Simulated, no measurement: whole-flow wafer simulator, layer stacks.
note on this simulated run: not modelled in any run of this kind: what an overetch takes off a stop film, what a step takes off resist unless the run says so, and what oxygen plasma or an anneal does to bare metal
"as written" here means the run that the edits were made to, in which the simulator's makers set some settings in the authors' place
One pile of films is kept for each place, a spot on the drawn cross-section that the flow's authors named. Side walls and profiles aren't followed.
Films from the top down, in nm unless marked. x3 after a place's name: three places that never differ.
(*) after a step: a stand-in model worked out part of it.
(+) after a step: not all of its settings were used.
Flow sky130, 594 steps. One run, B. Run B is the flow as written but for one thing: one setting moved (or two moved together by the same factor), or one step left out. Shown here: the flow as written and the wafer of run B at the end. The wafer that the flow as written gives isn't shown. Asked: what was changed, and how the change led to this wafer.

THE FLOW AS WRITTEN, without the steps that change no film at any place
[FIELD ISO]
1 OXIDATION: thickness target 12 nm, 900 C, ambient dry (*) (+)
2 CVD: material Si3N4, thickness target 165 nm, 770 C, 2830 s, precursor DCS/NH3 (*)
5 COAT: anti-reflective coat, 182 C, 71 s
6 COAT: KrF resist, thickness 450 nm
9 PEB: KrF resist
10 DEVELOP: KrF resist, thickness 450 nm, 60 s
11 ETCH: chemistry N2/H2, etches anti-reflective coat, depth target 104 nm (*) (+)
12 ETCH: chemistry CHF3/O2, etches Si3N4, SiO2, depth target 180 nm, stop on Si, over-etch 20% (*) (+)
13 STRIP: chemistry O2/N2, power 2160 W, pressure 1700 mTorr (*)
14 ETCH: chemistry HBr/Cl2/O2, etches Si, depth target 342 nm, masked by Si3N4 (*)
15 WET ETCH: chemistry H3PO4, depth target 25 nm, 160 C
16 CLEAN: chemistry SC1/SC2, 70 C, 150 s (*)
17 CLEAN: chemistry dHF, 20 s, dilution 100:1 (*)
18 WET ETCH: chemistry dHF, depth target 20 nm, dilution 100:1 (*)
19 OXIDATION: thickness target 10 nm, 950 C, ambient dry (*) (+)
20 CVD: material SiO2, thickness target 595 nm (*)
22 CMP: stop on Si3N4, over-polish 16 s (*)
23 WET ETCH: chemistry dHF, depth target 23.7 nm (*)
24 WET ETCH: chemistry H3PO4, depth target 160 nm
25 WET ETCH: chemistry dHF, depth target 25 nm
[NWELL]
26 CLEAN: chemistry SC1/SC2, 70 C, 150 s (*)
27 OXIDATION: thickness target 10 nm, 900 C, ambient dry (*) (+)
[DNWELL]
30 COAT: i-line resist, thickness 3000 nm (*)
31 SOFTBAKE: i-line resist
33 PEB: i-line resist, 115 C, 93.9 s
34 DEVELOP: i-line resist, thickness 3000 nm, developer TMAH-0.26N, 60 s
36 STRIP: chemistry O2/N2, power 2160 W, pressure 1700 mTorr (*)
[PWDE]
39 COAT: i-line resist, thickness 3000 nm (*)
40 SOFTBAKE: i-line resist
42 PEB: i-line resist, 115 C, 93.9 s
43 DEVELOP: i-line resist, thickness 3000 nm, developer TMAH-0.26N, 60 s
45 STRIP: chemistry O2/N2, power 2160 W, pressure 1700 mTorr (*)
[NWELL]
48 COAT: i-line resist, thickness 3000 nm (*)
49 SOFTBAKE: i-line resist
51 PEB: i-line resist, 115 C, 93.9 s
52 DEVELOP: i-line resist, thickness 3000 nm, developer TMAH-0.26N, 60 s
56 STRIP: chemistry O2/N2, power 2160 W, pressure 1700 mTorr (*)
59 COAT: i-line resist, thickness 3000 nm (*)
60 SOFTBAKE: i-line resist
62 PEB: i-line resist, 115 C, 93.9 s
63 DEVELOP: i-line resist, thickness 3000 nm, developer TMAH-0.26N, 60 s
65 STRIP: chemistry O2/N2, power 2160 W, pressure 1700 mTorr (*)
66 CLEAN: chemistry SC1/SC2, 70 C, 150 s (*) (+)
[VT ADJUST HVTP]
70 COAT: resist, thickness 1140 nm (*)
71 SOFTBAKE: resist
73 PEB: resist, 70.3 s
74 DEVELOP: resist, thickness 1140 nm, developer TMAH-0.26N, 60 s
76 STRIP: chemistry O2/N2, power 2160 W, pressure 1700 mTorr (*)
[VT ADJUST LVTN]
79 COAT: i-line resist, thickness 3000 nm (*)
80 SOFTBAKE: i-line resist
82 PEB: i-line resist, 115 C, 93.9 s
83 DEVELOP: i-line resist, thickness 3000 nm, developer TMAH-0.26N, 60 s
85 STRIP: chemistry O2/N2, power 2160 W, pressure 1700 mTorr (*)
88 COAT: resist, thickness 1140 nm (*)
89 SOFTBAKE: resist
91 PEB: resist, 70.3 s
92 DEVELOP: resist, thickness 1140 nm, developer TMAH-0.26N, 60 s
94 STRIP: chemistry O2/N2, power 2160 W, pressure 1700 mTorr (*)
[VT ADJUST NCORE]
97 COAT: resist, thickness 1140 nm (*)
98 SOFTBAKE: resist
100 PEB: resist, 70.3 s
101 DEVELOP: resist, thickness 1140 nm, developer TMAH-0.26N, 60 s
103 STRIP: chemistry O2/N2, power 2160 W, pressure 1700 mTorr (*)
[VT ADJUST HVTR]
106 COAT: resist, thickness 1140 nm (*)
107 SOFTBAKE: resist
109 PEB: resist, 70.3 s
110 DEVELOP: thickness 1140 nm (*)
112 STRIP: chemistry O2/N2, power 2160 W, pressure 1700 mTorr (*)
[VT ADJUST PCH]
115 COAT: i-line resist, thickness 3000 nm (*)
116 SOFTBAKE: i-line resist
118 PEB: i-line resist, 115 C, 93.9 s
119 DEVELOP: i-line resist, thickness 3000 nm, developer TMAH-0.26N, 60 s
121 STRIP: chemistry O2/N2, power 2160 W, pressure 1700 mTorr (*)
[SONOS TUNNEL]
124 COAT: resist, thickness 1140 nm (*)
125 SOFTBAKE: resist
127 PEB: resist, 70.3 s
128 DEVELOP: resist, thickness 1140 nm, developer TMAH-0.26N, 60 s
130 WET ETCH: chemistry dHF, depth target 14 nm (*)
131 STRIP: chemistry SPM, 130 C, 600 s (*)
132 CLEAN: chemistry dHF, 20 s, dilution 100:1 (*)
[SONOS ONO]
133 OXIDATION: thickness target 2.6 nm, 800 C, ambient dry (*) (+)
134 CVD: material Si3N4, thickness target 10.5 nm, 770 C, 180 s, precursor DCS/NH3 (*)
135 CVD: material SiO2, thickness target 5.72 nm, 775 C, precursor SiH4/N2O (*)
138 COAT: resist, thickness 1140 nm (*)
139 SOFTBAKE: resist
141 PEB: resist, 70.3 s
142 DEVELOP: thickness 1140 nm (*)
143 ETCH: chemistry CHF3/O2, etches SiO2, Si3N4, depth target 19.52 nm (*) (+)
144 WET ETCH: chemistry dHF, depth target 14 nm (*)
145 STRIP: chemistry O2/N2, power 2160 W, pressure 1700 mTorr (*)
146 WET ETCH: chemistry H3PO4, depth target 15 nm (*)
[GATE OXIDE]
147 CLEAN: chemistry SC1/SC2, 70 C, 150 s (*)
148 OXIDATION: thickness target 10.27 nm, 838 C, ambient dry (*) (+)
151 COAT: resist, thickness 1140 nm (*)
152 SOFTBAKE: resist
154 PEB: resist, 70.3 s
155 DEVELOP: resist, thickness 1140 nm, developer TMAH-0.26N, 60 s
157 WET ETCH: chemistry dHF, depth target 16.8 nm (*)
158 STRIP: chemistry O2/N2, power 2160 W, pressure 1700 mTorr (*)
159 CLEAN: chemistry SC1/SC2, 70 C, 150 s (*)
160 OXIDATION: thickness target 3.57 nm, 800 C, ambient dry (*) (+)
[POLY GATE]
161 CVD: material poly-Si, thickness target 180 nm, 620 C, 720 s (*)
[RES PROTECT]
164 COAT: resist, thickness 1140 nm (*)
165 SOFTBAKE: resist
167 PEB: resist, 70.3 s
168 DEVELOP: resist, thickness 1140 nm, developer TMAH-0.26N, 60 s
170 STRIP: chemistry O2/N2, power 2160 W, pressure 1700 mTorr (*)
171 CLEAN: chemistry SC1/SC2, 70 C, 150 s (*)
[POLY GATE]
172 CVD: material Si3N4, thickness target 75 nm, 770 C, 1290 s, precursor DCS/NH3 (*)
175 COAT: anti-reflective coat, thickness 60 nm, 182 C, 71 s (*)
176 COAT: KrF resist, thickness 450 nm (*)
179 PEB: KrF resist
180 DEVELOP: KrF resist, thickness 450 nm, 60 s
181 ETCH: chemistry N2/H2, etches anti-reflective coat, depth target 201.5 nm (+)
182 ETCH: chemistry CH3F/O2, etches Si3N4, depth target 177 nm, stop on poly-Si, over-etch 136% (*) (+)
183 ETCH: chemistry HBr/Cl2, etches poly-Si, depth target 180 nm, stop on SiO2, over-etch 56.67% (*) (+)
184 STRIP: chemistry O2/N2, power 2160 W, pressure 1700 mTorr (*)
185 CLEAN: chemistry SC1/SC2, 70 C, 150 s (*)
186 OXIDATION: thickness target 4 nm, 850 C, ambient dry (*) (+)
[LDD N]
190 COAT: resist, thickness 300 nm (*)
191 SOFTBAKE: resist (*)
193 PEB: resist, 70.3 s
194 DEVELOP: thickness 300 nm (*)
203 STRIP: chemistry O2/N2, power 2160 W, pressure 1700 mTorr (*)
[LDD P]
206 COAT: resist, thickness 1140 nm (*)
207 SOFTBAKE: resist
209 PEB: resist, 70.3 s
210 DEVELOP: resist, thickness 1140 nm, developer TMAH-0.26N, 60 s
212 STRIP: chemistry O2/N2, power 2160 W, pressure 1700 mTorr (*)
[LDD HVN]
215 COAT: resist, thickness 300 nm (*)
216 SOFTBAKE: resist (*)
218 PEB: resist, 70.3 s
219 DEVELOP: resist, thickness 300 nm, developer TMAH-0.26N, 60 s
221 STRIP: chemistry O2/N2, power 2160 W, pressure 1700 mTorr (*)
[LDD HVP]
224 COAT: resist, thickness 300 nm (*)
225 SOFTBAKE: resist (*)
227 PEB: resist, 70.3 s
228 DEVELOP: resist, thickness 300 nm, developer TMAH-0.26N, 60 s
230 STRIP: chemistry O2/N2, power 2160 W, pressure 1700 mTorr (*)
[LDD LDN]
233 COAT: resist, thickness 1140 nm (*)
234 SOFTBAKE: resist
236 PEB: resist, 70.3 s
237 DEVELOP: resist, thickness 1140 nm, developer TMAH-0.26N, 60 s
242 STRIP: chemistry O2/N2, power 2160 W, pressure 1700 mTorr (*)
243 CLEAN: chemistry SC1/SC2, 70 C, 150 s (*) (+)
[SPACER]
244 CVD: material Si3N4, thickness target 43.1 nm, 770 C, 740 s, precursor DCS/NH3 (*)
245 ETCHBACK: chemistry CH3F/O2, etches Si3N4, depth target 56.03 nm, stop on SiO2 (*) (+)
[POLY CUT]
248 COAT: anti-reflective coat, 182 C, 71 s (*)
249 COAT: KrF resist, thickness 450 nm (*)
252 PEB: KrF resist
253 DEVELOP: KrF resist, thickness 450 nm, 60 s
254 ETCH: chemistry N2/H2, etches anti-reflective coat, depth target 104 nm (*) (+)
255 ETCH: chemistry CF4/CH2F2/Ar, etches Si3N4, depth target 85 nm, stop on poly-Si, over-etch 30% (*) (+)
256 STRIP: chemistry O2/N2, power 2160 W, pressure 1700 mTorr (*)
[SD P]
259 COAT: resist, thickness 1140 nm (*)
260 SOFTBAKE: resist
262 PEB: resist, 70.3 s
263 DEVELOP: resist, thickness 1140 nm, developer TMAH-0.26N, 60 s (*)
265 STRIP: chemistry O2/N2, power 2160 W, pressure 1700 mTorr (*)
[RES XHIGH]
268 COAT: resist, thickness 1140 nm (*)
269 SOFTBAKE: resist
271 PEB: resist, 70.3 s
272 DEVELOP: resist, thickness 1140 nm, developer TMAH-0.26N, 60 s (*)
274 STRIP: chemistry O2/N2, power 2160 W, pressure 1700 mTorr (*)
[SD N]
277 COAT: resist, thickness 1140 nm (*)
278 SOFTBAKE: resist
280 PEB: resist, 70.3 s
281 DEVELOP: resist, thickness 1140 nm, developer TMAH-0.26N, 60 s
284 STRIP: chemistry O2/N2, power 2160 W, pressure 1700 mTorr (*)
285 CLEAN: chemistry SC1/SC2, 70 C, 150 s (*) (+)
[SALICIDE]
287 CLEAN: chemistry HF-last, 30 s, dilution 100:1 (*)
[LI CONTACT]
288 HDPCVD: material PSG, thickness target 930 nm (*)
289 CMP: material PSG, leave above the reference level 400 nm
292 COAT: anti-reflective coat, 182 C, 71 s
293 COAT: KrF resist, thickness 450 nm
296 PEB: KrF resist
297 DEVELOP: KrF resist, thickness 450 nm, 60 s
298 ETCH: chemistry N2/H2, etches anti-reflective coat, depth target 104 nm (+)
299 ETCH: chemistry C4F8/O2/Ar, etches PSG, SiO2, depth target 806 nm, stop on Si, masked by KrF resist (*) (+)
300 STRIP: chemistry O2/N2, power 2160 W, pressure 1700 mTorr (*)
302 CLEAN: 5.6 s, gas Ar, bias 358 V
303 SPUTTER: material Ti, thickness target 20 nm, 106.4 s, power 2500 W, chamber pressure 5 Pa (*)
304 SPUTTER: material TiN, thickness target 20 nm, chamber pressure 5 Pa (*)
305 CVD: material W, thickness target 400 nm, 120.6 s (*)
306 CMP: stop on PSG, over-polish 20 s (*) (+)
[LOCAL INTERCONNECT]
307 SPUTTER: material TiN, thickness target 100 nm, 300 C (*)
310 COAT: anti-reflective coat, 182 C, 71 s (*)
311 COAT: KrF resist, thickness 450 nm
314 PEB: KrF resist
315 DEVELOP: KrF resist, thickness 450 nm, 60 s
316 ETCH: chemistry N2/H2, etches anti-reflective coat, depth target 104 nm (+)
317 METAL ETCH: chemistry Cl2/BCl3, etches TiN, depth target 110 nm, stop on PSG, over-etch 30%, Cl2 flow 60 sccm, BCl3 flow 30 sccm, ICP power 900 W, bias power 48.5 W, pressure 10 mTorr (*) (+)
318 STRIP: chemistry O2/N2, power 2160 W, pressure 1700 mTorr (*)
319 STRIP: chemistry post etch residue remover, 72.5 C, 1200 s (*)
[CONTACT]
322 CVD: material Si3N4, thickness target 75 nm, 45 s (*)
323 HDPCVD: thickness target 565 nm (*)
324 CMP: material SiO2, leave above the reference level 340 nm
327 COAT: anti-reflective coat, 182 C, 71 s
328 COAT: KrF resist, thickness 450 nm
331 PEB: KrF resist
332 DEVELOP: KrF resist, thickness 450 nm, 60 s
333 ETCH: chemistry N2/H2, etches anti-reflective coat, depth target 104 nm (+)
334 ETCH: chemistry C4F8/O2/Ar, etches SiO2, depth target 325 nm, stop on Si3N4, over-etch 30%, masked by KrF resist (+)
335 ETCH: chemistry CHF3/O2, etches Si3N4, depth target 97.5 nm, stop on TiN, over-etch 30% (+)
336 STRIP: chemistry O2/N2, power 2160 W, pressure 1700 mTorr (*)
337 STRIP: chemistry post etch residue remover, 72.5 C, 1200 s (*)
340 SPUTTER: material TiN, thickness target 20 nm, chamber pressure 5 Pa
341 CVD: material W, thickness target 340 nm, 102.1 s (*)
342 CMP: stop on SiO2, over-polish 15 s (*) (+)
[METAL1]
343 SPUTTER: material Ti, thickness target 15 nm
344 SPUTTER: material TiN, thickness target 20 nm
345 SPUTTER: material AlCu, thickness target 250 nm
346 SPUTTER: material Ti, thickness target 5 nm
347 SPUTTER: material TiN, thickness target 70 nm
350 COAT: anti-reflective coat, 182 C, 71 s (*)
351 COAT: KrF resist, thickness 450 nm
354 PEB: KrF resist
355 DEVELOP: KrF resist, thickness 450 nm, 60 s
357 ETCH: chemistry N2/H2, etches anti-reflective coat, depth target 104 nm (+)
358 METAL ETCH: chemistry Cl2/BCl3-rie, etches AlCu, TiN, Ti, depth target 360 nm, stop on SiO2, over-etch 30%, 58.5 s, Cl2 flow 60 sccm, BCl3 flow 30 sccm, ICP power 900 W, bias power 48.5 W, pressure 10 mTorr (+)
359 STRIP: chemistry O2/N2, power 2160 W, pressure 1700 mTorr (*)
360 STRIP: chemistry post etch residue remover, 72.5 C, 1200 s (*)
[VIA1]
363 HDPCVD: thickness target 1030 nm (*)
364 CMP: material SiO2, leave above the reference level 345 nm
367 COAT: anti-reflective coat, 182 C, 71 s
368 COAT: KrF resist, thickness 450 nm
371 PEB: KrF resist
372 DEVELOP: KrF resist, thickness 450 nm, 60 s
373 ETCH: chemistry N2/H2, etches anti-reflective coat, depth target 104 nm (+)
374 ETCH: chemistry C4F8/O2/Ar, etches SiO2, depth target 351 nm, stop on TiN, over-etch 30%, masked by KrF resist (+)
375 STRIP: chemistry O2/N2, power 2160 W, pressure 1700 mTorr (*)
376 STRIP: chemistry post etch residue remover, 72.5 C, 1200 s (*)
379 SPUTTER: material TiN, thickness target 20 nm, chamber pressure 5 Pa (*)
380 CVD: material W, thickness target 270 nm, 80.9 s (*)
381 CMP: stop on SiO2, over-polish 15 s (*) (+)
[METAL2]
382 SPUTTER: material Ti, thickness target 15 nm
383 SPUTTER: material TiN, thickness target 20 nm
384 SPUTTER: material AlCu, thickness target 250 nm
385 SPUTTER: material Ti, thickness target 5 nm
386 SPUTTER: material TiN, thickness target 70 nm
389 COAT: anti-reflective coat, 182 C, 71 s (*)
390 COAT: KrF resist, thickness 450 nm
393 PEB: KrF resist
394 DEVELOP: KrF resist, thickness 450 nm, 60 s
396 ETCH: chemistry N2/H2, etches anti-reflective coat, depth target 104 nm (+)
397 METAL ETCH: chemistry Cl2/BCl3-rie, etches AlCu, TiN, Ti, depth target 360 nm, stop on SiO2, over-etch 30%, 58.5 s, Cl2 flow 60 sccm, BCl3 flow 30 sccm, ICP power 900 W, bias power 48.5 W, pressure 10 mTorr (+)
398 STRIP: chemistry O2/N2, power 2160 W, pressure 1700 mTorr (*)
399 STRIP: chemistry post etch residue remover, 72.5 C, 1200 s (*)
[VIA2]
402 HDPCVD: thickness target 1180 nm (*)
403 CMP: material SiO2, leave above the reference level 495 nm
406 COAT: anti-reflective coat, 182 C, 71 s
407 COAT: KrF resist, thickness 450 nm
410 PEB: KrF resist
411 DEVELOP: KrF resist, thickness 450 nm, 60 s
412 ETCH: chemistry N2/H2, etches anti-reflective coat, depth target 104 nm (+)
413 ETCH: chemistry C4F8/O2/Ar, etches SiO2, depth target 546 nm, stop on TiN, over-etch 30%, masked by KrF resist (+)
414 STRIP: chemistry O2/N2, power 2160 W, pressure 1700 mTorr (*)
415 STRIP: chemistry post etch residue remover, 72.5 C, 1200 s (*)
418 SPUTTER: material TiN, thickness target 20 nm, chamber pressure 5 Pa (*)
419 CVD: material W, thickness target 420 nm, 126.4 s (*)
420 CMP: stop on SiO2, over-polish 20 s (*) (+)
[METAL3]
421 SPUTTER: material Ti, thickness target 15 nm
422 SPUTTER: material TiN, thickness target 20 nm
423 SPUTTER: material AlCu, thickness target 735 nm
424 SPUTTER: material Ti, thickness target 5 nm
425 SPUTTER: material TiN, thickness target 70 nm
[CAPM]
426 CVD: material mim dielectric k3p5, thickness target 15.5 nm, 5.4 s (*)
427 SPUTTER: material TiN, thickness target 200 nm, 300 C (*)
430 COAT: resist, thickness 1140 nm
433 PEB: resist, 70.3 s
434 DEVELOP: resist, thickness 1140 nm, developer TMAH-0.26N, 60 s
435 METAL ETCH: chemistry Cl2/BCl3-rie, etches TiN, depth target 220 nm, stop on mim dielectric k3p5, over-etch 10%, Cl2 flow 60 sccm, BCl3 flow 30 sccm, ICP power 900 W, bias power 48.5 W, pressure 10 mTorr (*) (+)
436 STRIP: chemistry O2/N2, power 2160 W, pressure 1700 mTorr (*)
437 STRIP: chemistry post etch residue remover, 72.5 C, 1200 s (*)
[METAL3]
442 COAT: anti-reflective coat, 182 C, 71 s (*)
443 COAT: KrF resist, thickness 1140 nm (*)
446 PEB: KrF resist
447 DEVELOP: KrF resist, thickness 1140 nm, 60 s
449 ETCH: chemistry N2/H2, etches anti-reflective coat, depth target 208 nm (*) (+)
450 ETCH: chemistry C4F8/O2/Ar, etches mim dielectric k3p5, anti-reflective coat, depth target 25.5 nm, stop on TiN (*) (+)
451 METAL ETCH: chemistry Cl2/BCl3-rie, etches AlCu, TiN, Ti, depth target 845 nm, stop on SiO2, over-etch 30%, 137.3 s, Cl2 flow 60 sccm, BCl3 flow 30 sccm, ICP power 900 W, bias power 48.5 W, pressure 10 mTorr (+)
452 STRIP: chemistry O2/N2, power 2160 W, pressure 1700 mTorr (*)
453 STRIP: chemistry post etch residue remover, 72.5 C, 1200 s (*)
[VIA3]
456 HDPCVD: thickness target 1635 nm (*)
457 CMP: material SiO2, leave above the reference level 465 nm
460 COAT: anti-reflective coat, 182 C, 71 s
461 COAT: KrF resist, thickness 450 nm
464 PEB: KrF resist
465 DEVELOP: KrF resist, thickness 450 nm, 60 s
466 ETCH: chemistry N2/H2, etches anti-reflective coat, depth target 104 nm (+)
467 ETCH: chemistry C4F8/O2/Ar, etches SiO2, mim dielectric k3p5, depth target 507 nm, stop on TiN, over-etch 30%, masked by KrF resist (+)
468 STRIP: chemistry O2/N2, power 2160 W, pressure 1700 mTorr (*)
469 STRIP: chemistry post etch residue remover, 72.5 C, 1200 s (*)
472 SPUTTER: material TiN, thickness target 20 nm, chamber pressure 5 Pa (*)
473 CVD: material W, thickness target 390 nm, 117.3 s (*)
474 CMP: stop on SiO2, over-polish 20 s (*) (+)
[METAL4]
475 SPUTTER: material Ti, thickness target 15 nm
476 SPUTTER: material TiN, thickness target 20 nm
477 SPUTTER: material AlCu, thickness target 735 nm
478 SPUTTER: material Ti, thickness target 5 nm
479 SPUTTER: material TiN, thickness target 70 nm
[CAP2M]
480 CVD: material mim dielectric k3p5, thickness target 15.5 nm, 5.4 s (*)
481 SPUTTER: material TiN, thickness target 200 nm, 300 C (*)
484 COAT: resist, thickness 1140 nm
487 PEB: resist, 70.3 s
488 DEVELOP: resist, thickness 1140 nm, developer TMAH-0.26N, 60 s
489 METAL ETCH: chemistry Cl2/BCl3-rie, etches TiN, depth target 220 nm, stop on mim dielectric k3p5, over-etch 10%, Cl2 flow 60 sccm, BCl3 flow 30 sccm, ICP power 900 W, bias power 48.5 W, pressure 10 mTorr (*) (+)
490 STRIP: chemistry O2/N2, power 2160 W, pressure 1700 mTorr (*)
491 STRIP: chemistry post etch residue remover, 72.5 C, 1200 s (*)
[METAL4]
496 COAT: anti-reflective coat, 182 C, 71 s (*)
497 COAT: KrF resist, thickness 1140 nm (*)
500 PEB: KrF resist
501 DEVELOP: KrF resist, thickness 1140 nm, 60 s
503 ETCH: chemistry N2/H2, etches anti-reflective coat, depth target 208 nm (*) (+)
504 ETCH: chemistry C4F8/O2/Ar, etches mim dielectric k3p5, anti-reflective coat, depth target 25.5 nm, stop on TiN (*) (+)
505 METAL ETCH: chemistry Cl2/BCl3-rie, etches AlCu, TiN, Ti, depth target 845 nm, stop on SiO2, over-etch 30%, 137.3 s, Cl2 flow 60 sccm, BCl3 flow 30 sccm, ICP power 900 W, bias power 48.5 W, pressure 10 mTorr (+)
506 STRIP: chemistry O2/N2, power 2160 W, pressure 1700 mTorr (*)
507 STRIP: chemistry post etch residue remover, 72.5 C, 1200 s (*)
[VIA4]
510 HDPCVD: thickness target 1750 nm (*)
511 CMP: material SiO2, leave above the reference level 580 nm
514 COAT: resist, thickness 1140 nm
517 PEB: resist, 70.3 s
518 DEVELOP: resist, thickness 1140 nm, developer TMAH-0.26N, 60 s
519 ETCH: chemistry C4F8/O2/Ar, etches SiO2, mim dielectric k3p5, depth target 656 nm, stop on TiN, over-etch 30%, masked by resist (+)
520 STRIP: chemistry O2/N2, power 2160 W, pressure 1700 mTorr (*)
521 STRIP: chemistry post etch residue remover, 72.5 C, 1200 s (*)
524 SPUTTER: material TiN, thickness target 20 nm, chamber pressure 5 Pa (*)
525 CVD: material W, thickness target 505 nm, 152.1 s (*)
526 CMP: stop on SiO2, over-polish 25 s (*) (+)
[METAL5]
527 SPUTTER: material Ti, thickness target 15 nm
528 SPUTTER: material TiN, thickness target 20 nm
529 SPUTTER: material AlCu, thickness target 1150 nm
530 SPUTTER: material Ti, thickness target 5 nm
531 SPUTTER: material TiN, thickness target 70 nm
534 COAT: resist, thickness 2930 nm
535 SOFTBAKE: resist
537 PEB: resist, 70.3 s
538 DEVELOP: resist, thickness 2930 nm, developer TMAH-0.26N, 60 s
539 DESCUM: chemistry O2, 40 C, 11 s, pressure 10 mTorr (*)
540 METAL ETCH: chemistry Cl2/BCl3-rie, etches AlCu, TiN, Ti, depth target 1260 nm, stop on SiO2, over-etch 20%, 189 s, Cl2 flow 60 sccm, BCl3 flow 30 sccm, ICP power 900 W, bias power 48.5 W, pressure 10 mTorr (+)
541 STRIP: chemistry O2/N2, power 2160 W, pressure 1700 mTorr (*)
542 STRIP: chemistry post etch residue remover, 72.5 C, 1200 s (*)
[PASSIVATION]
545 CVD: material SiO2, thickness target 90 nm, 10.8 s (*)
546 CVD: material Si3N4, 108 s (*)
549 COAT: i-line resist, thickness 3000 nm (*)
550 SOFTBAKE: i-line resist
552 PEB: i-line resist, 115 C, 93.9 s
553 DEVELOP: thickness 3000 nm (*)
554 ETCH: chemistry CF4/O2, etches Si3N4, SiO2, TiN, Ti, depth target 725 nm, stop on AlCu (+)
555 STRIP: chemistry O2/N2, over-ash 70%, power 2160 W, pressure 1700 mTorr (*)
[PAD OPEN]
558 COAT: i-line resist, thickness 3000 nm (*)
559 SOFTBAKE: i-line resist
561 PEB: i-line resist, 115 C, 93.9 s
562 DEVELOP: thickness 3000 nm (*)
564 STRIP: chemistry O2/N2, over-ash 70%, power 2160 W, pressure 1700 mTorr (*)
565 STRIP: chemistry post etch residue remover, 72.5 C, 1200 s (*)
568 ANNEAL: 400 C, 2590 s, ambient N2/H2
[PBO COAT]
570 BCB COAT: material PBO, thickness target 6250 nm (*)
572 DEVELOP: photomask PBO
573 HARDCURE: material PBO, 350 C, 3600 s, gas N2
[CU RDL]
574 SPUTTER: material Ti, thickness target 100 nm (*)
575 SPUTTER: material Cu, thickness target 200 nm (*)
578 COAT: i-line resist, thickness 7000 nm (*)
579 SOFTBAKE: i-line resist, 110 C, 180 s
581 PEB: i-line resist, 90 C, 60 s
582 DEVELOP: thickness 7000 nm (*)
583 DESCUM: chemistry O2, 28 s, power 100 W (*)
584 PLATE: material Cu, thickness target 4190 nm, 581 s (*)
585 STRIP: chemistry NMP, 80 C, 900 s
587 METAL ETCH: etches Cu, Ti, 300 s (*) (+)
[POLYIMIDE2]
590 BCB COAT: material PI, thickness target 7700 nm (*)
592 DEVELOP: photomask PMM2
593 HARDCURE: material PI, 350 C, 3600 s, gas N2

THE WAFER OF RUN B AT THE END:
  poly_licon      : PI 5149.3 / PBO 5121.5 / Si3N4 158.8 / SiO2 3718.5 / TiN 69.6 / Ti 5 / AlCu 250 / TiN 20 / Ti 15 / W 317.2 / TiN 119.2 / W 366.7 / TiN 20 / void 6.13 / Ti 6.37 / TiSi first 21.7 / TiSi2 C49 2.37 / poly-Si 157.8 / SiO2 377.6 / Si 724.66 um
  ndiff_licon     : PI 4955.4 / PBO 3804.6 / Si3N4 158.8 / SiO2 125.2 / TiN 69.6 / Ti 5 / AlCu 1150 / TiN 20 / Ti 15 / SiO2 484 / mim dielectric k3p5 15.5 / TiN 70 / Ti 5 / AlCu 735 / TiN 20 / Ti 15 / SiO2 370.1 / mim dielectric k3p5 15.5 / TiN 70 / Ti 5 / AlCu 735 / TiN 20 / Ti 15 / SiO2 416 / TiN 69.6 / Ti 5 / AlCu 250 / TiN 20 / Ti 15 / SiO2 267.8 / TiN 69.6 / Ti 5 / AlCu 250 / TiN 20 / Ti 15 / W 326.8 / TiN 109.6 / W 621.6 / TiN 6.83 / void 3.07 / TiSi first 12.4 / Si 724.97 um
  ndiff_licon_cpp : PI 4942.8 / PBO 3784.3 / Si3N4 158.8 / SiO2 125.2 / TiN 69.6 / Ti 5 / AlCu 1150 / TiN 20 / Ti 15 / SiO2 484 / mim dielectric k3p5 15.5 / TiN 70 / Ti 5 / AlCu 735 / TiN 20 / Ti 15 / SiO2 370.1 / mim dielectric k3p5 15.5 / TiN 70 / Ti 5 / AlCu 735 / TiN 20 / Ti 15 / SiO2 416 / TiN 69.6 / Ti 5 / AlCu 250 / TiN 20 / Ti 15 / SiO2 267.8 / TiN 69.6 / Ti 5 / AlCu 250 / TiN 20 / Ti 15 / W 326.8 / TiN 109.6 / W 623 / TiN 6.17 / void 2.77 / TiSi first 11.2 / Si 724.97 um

The cause: step 568, ANNEAL: 460 C was run, where the flow has 400 C.

How the change led to this, step by step:
  568 ANNEAL: 400 C, 2590 s, ambient N2/H2
      poly_licon: under 11 films: void +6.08 (new film), Ti -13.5, TiSi first +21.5 (new film), TiSi2 C49 +2.37 (new film), poly-Si -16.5 (as written it would be: under 11 films: void +1.65 (new film), Ti -3.85, TiSi first +6.58 (new film), poly-Si -4.38)
      ndiff_licon: under 37 films: void +3.07 (new film), TiSi first +12.4 (new film), Ti -7.24 (all of it), Si -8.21 (as written it would be: under 37 films: void +1.63 (new film), Ti -3.85, TiSi first +6.58 (new film), Si -4.36)
      (and at 2 more places)
Counting metal films that touch as one body, ndiff_licon has 5 bodies (between them, from the top down: SiO2 484 / mim dielectric k3p5 15.5; SiO2 370.1 / mim dielectric k3p5 15.5; SiO2 416; SiO2 267.8); the flow as written gives 6 bodies (between them, from the top down: SiO2 484 / mim dielectric k3p5 15.5; SiO2 370.1 / mim dielectric k3p5 15.5; SiO2 416; SiO2 267.8; void 1.78).
Counting metal films that touch as one body, ndiff_licon_cpp has 5 bodies (between them, from the top down: SiO2 484 / mim dielectric k3p5 15.5; SiO2 370.1 / mim dielectric k3p5 15.5; SiO2 416; SiO2 267.8); the flow as written gives 6 bodies (between them, from the top down: SiO2 484 / mim dielectric k3p5 15.5; SiO2 370.1 / mim dielectric k3p5 15.5; SiO2 416; SiO2 267.8; void 1.78).
